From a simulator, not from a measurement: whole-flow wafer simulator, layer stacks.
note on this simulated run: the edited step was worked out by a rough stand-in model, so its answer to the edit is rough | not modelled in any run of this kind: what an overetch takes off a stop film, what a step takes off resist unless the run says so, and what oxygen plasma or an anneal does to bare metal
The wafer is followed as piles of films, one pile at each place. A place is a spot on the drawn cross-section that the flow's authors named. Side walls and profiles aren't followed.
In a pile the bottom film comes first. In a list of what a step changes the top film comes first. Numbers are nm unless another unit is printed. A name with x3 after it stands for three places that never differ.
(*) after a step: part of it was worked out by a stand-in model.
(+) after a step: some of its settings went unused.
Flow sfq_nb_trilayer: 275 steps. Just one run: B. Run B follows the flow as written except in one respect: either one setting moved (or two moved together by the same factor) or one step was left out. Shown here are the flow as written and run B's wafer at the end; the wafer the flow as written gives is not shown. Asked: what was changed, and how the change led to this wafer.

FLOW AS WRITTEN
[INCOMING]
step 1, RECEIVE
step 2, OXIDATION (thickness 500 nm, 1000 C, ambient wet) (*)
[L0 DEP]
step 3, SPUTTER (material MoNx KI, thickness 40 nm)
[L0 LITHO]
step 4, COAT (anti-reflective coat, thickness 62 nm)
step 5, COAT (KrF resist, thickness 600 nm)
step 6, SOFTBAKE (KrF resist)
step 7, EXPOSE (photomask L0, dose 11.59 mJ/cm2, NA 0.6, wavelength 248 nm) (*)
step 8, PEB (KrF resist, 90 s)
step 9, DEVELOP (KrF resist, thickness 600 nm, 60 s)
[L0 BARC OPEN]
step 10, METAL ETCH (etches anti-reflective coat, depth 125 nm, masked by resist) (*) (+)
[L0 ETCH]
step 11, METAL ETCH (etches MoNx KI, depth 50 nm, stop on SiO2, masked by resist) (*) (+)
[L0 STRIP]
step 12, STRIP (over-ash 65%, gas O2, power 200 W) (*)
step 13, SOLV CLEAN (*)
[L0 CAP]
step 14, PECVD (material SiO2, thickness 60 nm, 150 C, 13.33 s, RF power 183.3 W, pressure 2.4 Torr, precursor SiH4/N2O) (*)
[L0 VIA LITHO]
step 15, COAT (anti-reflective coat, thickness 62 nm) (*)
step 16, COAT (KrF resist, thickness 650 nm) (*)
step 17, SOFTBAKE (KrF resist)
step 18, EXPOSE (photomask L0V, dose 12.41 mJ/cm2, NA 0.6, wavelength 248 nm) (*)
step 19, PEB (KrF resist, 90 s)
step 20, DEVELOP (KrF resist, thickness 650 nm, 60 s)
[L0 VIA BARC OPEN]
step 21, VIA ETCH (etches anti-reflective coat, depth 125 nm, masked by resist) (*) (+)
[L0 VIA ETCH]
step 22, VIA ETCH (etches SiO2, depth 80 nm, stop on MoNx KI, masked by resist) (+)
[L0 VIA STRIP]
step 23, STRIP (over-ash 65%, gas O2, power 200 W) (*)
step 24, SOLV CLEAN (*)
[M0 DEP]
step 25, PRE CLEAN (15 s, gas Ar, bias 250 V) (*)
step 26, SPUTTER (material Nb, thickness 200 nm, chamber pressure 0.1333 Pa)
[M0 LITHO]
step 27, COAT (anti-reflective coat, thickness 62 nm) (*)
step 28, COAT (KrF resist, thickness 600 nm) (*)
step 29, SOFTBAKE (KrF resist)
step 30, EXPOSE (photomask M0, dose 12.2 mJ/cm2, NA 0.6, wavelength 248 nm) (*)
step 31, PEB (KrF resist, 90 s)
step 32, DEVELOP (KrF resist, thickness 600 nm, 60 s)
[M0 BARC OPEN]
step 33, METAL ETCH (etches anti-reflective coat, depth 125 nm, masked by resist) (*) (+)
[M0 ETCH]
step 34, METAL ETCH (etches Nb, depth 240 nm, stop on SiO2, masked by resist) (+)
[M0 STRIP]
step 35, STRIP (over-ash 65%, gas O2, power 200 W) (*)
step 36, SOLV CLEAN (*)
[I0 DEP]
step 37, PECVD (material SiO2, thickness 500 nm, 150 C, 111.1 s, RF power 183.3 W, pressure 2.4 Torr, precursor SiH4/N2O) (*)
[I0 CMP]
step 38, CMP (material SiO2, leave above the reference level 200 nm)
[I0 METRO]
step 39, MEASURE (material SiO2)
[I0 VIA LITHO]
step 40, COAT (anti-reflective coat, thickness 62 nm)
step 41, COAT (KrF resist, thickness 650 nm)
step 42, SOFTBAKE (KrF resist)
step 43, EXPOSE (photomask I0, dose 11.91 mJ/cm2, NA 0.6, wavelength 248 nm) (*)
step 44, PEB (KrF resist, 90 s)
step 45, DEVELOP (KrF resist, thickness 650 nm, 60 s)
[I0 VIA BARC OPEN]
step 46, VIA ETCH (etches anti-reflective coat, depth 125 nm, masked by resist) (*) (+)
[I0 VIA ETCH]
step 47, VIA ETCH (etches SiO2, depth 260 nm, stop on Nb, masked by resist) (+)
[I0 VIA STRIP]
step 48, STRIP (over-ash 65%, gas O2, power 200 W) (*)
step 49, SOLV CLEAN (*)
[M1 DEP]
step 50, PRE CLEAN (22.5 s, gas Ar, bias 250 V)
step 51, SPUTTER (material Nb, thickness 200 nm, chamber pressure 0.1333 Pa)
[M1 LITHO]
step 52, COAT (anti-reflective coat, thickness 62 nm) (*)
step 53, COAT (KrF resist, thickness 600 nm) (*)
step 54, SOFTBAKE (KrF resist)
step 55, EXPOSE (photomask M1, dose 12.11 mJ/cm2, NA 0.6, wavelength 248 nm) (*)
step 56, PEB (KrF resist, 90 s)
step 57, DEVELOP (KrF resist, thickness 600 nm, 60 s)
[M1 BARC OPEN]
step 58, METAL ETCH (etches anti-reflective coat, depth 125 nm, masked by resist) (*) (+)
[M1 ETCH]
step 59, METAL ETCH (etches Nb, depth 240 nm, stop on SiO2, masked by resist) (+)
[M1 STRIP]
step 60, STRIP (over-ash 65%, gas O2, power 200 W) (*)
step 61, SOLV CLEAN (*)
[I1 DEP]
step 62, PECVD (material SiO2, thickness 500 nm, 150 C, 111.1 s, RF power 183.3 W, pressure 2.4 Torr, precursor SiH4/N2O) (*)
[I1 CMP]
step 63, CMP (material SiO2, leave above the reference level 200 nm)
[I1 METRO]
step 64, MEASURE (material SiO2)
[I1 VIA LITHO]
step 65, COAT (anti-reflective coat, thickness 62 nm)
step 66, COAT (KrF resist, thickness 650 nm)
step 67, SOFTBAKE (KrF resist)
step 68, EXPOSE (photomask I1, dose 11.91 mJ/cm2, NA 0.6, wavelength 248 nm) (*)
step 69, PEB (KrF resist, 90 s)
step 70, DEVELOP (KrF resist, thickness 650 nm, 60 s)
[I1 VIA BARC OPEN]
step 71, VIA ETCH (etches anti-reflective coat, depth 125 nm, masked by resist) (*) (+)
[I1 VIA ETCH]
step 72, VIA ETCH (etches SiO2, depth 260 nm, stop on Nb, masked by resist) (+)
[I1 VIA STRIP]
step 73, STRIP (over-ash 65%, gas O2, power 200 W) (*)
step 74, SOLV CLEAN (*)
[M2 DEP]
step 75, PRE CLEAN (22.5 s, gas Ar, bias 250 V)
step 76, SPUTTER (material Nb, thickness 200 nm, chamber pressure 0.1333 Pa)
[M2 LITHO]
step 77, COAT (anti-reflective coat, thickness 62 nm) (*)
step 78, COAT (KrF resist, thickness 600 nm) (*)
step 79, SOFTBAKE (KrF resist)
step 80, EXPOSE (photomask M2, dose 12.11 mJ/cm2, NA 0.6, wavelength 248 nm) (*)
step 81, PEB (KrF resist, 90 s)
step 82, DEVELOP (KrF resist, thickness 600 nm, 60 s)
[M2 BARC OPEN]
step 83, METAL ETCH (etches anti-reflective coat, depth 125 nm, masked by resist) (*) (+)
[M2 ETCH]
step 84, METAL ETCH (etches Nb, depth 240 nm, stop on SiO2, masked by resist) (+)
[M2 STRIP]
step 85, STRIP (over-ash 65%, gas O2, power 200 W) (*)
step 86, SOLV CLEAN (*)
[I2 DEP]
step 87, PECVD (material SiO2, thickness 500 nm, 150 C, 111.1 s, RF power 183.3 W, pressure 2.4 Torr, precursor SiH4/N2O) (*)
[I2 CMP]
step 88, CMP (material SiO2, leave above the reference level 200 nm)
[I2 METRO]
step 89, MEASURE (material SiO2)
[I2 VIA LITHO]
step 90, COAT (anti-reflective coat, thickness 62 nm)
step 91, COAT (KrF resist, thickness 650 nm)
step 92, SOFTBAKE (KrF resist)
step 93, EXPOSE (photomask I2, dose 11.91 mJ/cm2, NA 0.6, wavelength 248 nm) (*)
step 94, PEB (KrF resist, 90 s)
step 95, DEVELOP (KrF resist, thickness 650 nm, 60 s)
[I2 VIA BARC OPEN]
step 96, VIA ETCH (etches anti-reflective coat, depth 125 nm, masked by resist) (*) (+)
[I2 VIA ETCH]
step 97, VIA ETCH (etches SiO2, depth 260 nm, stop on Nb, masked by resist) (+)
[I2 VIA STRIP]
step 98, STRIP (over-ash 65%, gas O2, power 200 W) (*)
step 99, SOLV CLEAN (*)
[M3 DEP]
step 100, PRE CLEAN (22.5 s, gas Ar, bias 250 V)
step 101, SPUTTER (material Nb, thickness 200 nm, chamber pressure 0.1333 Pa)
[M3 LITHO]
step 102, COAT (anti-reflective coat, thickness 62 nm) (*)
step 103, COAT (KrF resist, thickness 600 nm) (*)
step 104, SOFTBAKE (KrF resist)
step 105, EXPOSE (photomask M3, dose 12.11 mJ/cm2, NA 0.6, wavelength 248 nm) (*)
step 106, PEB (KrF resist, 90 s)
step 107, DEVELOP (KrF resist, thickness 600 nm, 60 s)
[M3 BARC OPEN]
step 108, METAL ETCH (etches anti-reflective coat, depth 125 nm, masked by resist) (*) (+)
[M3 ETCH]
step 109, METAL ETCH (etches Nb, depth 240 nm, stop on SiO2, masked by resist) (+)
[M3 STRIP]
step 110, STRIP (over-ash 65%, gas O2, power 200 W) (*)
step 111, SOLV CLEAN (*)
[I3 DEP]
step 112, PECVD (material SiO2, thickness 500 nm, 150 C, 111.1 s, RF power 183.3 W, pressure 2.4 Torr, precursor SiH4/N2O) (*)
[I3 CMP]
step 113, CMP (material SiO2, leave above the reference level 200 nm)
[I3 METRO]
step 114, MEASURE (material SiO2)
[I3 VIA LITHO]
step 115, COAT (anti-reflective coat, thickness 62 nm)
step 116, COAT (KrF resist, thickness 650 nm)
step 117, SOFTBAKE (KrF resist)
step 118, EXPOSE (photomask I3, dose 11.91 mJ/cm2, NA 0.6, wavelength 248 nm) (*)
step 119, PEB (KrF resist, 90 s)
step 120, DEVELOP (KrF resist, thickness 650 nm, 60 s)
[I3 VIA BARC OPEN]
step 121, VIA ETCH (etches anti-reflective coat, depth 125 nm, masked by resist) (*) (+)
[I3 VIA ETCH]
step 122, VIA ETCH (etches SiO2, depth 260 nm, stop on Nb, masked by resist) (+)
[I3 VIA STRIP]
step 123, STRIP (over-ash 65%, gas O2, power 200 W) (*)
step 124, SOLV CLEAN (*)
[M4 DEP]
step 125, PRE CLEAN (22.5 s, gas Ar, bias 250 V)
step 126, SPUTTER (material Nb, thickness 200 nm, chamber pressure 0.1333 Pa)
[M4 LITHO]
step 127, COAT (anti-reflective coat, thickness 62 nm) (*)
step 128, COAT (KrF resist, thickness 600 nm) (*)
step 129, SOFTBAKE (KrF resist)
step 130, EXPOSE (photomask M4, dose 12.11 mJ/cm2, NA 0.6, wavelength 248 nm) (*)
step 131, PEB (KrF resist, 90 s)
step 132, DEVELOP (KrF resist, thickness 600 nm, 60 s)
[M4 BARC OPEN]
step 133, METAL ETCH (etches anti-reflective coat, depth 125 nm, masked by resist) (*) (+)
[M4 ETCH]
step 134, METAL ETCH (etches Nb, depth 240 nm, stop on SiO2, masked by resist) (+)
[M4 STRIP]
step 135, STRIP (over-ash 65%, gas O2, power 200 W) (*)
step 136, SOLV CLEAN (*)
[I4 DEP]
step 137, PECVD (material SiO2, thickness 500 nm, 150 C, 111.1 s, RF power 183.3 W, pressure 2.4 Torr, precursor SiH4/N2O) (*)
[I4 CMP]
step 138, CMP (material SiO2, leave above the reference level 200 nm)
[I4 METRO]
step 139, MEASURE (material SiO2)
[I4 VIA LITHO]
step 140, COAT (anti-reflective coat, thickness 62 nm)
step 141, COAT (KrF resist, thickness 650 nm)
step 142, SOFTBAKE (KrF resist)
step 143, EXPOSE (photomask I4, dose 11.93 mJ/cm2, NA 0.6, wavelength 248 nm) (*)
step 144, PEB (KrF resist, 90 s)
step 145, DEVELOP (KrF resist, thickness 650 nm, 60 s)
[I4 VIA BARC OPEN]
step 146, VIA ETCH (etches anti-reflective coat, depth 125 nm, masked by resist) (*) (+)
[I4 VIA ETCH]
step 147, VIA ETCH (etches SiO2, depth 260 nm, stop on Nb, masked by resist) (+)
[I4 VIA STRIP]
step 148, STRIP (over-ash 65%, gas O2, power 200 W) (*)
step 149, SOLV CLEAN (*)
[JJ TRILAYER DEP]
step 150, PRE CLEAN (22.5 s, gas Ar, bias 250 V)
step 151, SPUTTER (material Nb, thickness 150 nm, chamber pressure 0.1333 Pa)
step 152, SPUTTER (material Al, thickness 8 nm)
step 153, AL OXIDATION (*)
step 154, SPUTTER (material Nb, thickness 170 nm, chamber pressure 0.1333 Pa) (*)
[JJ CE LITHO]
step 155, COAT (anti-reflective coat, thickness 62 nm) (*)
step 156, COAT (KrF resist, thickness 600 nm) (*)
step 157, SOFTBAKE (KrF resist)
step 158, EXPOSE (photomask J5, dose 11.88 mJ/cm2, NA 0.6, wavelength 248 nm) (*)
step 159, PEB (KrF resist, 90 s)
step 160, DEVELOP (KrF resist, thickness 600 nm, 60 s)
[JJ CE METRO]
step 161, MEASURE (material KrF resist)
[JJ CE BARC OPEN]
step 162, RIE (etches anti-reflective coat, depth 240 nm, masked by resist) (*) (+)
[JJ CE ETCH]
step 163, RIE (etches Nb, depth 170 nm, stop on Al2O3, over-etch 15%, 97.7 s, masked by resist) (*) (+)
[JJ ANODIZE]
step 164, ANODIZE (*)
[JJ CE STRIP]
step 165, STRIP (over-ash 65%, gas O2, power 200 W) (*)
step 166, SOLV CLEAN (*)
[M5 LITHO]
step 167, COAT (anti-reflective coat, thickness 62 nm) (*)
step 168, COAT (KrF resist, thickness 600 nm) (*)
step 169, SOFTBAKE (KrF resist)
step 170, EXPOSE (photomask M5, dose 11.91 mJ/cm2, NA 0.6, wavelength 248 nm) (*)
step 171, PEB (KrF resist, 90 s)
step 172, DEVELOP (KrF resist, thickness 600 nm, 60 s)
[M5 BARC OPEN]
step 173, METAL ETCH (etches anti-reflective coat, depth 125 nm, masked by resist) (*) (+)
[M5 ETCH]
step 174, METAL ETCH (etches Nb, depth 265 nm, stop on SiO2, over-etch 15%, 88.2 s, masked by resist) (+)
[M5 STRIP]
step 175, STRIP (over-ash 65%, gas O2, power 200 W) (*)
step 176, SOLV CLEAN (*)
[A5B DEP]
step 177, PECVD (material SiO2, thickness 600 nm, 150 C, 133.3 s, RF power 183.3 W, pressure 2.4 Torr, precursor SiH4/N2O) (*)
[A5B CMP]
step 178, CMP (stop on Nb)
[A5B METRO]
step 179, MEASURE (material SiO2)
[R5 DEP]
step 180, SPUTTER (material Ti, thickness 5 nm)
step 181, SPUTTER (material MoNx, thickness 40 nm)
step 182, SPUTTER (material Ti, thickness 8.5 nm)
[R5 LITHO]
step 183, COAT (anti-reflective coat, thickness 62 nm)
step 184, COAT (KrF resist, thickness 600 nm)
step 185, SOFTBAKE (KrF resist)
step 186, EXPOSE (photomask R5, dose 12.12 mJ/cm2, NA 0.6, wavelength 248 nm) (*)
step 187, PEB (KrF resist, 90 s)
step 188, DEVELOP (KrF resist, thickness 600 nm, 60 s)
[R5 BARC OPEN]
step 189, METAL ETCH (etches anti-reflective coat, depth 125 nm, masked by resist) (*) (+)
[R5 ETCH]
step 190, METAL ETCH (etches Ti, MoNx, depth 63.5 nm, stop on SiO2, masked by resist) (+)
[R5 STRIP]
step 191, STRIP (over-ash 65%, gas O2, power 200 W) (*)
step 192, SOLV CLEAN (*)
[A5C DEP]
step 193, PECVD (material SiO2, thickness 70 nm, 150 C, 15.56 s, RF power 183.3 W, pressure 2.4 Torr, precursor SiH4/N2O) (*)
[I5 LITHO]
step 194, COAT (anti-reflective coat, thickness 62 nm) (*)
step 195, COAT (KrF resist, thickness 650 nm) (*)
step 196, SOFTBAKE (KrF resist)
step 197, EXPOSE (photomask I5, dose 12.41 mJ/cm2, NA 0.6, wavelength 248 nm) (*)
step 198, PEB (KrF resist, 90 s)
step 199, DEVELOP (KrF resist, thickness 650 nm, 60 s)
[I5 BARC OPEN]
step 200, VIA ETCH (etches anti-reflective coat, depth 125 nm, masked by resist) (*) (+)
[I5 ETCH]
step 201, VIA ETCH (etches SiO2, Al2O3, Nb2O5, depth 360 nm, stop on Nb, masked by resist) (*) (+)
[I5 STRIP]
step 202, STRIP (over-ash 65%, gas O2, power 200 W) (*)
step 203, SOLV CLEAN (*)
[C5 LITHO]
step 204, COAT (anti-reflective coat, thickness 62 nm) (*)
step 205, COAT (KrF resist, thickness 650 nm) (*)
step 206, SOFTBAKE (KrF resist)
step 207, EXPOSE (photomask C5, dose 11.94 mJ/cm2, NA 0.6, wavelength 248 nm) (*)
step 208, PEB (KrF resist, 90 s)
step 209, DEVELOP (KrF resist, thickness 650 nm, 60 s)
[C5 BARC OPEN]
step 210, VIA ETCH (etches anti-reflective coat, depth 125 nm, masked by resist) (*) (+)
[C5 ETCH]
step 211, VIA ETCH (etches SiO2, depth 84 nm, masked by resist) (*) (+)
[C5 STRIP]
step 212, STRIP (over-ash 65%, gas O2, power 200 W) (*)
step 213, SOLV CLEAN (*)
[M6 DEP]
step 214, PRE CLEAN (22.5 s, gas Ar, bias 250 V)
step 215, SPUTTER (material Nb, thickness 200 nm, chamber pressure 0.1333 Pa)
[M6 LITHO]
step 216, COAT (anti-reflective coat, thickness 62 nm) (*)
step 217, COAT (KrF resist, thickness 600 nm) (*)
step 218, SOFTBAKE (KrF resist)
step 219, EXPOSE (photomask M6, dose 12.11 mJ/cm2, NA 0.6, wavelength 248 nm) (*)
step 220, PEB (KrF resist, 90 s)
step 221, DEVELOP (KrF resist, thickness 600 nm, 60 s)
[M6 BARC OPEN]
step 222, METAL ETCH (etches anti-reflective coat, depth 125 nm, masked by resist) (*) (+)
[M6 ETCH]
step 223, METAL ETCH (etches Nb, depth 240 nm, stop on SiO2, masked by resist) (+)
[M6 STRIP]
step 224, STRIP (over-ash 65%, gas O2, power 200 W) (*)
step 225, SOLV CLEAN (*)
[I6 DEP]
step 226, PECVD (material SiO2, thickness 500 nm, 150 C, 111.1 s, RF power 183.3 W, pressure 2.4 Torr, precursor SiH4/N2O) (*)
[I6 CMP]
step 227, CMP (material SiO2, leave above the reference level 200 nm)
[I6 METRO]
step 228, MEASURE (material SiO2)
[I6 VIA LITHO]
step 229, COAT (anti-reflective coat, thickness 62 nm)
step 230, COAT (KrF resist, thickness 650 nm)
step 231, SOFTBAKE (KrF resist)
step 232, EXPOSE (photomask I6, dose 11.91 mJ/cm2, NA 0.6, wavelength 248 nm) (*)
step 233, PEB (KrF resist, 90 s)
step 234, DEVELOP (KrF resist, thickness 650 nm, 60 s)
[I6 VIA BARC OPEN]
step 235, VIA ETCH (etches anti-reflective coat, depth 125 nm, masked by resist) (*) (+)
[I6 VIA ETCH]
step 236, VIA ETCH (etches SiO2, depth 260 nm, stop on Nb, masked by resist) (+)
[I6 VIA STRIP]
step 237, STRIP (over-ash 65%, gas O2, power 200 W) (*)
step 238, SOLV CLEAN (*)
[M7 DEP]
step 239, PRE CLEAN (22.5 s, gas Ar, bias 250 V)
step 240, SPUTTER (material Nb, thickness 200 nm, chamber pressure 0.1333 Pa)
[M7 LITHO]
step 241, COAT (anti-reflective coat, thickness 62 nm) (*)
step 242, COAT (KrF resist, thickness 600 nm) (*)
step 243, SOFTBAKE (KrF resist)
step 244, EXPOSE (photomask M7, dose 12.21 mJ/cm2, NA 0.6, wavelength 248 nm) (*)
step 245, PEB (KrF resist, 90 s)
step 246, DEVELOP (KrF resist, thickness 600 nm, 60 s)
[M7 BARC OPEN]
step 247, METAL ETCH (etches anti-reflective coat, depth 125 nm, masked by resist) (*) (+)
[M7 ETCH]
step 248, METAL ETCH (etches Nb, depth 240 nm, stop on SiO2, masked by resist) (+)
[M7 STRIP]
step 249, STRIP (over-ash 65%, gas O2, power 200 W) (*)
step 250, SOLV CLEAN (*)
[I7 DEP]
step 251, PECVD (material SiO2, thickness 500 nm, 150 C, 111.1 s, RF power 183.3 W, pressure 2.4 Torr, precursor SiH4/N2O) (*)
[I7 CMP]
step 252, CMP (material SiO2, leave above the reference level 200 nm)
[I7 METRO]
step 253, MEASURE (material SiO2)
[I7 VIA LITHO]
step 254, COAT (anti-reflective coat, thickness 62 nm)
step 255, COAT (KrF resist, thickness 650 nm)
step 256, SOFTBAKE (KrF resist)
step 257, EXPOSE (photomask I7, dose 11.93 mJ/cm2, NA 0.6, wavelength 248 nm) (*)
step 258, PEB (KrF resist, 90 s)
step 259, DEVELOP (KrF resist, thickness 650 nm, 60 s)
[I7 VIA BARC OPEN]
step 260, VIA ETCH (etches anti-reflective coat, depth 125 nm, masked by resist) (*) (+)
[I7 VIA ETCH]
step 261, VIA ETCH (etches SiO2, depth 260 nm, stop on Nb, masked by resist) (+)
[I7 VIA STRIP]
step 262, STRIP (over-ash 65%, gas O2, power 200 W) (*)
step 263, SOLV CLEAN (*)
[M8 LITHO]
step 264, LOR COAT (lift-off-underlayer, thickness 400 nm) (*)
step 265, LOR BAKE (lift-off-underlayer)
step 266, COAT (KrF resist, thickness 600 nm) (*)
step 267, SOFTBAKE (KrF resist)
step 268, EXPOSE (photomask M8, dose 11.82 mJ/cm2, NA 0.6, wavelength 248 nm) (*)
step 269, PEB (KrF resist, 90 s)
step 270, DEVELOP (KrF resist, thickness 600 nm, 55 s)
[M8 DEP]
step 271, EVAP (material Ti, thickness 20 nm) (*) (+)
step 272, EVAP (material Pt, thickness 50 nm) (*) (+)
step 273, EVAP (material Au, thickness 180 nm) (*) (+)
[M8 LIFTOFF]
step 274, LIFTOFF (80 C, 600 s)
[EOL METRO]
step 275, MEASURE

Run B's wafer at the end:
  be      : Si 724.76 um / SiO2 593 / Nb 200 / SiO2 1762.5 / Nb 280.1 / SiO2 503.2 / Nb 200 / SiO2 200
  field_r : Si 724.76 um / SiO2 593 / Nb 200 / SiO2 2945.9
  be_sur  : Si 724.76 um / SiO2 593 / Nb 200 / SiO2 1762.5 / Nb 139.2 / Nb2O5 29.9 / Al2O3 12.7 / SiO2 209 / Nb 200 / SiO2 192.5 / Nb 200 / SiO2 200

Cause: step 2, OXIDATION: thickness 538 nm was run, while the flow as written has thickness 500 nm.

Step by step, how the change led to this:
  step 2, OXIDATION (thickness 500 nm, 1000 C, ambient wet) (*)
      field_l, v_sur, via_wl and 103 more: SiO2 gains 538 (new film), chemical SiO2 loses 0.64 (all of it), Si loses 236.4 (it would be, as written: SiO2 gains 500 (new film), chemical SiO2 loses 0.64 (all of it), Si loses 219.7)
